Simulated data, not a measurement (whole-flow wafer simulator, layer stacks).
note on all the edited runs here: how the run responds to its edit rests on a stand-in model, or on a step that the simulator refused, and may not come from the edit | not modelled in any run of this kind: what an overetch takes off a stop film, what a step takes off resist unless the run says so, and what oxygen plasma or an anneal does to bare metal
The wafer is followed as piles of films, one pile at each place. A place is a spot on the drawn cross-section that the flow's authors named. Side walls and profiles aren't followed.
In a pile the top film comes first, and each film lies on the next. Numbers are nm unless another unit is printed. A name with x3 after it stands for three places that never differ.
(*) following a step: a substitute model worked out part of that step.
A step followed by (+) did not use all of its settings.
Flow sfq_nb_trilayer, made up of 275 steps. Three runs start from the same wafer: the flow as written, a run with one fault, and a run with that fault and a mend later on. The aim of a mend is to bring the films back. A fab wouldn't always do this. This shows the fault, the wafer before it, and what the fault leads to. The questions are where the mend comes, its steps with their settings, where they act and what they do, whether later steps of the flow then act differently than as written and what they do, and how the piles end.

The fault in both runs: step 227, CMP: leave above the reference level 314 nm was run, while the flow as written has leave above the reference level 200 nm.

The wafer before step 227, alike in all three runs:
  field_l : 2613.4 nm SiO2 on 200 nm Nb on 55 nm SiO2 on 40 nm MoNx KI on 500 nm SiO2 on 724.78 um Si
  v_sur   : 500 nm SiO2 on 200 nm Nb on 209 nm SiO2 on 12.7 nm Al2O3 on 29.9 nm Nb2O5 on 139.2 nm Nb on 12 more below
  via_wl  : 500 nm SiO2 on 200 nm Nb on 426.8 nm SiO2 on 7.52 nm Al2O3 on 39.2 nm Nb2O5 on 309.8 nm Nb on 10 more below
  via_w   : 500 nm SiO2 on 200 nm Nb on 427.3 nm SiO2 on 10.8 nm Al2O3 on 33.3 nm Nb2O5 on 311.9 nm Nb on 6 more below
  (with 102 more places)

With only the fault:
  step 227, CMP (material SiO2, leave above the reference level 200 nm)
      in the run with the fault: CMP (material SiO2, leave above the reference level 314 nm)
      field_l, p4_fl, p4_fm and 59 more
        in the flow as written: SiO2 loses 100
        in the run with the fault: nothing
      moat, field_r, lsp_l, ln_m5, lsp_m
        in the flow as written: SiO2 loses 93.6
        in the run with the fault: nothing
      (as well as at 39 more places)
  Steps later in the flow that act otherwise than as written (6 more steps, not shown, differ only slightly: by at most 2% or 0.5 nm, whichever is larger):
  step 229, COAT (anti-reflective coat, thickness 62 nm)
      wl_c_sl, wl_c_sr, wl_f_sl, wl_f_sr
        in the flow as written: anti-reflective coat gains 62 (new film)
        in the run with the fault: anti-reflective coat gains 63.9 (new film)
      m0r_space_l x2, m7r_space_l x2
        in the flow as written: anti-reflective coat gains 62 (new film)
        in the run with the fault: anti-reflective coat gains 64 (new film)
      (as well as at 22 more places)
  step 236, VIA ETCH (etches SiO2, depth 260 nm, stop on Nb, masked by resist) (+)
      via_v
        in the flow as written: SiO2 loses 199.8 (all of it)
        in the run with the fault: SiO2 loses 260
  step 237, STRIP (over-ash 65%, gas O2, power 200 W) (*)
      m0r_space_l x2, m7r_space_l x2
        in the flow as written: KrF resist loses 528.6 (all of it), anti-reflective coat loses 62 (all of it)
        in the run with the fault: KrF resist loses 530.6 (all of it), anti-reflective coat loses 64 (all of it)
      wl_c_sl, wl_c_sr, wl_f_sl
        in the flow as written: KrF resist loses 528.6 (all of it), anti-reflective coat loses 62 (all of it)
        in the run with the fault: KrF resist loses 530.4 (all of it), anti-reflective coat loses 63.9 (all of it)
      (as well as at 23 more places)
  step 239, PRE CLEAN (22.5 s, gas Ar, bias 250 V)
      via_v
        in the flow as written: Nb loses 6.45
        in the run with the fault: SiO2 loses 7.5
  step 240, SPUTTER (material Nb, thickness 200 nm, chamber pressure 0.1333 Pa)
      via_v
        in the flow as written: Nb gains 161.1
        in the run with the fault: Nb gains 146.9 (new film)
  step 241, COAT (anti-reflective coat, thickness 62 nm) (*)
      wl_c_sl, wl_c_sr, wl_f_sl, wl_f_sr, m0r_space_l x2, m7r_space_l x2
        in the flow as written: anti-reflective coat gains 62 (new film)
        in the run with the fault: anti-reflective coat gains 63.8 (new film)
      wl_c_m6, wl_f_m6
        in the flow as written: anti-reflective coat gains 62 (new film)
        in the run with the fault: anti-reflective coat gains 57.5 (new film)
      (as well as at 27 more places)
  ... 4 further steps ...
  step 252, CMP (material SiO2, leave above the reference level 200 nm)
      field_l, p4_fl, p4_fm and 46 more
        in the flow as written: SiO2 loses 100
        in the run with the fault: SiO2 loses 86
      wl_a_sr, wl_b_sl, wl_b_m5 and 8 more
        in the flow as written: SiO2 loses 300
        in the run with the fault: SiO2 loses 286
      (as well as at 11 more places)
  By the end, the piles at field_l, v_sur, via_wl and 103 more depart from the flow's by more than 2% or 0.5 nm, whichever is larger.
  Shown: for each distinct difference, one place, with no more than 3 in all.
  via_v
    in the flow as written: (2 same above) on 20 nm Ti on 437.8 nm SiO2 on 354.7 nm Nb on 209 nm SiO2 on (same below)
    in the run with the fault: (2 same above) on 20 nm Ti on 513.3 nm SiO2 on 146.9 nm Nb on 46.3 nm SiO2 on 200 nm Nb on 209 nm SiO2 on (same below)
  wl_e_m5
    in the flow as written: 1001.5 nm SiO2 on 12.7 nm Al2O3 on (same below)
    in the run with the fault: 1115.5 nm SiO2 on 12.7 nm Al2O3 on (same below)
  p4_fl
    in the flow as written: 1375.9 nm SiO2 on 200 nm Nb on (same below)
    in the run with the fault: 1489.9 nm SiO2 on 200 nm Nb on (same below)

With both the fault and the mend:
  The mend follows step 234.
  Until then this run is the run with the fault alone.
  step 234a, STRIP (over-ash 65%, gas O2, power 200 W) (*)
      p4_w1, p3_s2, p3_l3, p3_s3, p3_l4, p3_s4, p3_l5
        KrF resist loses 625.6 (all of it), anti-reflective coat loses 62.1 (all of it)
      wire, be, be_sur, gap, jj_sur
        KrF resist loses 622.2 (all of it), anti-reflective coat loses 61.2 (all of it)
      m0r_line_l x2, m7r_line_l x2
        KrF resist loses 627.5 (all of it), anti-reflective coat loses 62.4 (all of it)
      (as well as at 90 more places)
  step 234b, CMP (material SiO2, leave above the reference level 200 nm) (a further turn of the flow's step 227)
      field_l, p4_fl, p4_fm and 59 more
        SiO2 loses 100
      v_sur, via_wl, via_w and 33 more
        SiO2 loses 114
      moat, field_r, lsp_l, ln_m5, lsp_m
        SiO2 loses 93.6
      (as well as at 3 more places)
  step 234c, COAT (anti-reflective coat, thickness 62 nm) (a further turn of the flow's step 229)
      field_l, v_sur, via_wl and 103 more
        anti-reflective coat gains 62 (new film)
  step 234d, COAT (KrF resist, thickness 650 nm) (a further turn of the flow's step 230)
      field_l, v_sur, via_wl and 103 more
        KrF resist gains 650 (new film)
  step 234e, SOFTBAKE (KrF resist) (a further turn of the flow's step 231)
      does not change any film at any place that is followed
  step 234f, EXPOSE (photomask I6, dose 11.91 mJ/cm2, NA 0.6, wavelength 248 nm) (*) (a further turn of the flow's step 232)
      does not change any film at any place that is followed
  step 234g, PEB (KrF resist, 90 s) (a further turn of the flow's step 233)
      field_l, v_sur, via_wl and 103 more
        KrF resist loses 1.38
  step 234h, DEVELOP (KrF resist, thickness 650 nm, 60 s) (a further turn of the flow's step 234)
      field_l, v_sur, via_wl and 102 more
        KrF resist loses 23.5
      via_v
        KrF resist loses 648.6 (all of it)
  Later steps of the flow that are run all act as written at every place that is followed.
  By the end, the piles equal the flow's at every place that both follow.
